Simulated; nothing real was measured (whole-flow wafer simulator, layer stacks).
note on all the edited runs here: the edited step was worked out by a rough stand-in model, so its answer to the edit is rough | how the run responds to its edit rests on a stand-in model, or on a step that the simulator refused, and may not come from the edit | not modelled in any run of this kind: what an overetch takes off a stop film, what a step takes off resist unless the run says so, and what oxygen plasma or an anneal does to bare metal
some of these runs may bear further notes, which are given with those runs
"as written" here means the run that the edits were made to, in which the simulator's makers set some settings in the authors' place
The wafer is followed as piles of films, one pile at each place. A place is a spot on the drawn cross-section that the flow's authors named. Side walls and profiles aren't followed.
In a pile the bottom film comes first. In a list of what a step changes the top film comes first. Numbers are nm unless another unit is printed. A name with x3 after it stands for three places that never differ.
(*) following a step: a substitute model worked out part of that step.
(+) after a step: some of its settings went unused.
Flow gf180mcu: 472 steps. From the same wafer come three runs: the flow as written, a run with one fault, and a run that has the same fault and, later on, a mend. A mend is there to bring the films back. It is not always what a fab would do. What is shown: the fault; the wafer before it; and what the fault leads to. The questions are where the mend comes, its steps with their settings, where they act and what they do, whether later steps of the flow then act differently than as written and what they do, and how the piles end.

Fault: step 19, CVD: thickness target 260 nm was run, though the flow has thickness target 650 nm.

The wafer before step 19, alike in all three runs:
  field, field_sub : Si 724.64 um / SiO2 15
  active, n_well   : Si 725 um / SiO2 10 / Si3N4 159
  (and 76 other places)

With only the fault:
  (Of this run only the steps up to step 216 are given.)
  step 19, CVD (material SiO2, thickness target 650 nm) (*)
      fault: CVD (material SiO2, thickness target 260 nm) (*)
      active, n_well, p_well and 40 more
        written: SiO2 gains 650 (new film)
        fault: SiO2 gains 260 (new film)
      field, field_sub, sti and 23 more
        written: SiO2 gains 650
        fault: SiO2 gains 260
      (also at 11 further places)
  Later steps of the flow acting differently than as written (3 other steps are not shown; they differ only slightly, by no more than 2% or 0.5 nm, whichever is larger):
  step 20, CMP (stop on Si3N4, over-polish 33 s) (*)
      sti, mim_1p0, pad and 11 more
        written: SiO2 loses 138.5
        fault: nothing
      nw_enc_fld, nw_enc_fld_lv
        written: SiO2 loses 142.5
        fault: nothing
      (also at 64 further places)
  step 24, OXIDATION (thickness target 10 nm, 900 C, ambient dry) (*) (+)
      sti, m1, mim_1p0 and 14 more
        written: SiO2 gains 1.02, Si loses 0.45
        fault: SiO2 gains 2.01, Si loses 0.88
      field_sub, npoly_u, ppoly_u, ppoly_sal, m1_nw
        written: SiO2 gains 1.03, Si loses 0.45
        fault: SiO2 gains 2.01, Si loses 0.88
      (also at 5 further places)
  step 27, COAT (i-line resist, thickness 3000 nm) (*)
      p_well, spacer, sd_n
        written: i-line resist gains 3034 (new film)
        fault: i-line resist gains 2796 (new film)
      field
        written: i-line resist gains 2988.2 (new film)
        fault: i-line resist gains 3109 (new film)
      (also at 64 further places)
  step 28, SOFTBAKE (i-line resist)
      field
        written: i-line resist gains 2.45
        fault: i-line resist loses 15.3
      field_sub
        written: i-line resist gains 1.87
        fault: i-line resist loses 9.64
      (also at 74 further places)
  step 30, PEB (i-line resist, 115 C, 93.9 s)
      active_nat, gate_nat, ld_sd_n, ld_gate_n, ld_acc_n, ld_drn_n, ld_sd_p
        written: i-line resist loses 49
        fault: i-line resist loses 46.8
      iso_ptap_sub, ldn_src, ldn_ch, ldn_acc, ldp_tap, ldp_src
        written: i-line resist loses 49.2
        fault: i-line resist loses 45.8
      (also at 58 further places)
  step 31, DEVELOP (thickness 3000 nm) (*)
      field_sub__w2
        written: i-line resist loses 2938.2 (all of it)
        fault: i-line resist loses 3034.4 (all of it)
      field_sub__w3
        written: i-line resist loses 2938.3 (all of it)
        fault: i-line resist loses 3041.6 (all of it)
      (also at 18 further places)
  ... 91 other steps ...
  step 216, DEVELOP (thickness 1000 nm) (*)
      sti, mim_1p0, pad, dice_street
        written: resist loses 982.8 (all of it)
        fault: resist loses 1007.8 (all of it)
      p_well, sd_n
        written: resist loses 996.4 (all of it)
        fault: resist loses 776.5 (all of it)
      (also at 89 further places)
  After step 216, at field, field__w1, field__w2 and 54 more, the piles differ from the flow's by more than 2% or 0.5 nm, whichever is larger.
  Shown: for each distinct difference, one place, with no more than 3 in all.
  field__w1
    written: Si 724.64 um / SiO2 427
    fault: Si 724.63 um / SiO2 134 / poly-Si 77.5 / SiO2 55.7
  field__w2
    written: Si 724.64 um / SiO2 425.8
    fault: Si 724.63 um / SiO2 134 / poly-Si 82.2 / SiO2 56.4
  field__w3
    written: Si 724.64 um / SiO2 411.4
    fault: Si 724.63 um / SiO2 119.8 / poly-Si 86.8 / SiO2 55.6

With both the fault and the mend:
  After step 19 comes the mend.
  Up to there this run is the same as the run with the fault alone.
  step 19a, CVD (material SiO2, thickness target 390 nm) (*) (the flow's step 19 again, with other settings)
      field, field_sub, active and 76 more
        SiO2 gains 390
      m1
        SiO2 gains 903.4
  Later steps of the flow that are run all act as written at every place that is followed, up to a difference of at most 2% or 0.5 nm, whichever is larger.
  The piles end only slightly different from the flow's at the places that both follow, by no more than 2% or 0.5 nm, whichever is larger.
